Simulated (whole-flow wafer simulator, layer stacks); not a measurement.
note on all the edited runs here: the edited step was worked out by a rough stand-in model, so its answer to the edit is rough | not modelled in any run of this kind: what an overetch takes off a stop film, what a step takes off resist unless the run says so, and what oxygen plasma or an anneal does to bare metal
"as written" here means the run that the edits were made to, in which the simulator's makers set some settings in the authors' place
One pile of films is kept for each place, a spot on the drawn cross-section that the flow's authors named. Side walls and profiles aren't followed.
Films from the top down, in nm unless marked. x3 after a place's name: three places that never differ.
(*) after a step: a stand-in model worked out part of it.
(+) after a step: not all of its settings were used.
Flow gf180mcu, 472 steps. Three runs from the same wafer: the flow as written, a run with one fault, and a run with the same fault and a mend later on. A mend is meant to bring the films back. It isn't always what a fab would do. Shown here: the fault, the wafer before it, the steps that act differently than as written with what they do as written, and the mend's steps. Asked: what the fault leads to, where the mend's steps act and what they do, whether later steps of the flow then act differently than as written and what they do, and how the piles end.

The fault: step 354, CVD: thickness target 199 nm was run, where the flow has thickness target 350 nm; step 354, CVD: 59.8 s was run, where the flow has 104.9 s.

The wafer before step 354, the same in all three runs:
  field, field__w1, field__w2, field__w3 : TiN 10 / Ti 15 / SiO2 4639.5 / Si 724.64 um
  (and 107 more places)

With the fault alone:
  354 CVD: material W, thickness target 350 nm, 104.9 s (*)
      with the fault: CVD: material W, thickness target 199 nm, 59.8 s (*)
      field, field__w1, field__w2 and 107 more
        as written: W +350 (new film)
        with the fault: W +200.8 (new film)
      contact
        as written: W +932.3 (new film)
        with the fault: W +783.1 (new film)
  Later steps of the flow that act differently than as written:
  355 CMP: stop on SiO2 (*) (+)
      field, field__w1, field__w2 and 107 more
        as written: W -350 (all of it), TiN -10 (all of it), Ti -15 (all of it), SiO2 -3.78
        with the fault: W -200.8 (all of it), TiN -10 (all of it), Ti -15 (all of it), SiO2 -2.28
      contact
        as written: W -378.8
        with the fault: W -228.1
  At the end the piles differ from the flow's only slightly at the places that both follow, by at most 2% or 0.5 nm, whichever is larger.

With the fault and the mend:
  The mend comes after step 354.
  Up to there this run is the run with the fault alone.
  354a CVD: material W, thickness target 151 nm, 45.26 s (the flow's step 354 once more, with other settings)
      field, field__w1, field__w2 and 108 more
        W +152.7
  No later step of the flow acts differently than as written, at any place that is followed, by more than 2% or 0.5 nm, whichever is larger.
  At the end the piles differ from the flow's only slightly at the places that both follow, by at most 2% or 0.5 nm, whichever is larger.
